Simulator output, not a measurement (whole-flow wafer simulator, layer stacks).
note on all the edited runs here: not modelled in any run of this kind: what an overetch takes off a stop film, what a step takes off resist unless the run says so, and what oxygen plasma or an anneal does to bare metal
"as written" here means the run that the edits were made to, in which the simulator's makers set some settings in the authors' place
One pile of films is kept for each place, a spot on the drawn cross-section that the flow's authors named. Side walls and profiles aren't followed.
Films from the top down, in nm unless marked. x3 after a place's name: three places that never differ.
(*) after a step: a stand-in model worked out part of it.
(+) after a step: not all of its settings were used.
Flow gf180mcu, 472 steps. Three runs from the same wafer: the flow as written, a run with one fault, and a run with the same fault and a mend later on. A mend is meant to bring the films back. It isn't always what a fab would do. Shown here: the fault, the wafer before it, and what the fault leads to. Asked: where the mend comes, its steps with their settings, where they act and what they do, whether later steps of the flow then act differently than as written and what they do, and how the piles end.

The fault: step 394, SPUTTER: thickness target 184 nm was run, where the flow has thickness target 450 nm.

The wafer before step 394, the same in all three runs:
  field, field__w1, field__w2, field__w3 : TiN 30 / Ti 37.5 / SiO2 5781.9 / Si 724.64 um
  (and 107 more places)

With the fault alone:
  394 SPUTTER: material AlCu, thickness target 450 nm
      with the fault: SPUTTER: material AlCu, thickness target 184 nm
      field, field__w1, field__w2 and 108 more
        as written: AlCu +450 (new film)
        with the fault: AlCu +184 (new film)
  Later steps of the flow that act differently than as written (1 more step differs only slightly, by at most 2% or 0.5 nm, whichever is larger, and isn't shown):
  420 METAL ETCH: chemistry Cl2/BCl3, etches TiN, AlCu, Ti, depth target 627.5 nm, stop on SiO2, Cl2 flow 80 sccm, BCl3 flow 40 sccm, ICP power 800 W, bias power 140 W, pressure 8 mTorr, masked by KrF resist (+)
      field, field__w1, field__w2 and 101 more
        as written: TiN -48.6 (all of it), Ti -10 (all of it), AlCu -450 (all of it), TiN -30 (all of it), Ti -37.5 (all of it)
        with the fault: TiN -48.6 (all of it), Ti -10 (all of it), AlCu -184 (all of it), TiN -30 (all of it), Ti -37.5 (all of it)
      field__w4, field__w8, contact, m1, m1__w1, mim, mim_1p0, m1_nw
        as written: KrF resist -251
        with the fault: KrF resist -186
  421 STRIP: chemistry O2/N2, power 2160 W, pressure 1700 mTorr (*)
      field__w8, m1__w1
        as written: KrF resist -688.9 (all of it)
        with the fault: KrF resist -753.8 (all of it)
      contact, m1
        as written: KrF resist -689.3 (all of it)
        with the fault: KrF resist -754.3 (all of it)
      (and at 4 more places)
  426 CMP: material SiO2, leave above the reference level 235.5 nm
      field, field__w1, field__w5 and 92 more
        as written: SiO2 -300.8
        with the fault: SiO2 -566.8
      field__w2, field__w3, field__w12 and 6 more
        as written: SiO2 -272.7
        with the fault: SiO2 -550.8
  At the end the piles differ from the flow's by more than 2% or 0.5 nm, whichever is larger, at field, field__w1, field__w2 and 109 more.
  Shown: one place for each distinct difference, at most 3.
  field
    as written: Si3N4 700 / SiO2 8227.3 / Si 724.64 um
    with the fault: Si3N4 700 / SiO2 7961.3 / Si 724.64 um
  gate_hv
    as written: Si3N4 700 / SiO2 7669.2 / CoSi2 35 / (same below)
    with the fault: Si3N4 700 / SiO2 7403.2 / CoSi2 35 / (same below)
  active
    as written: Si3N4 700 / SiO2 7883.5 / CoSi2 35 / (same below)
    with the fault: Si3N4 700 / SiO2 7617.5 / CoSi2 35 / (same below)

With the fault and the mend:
  The mend comes after step 394.
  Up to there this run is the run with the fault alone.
  394a SPUTTER: material AlCu, thickness target 266 nm (the flow's step 394 once more, with other settings)
      field, field__w1, field__w2 and 108 more
        AlCu +266
  No later step of the flow acts differently than as written at any place that is followed.
  At the end the piles are the same as the flow's at every place that both follow.
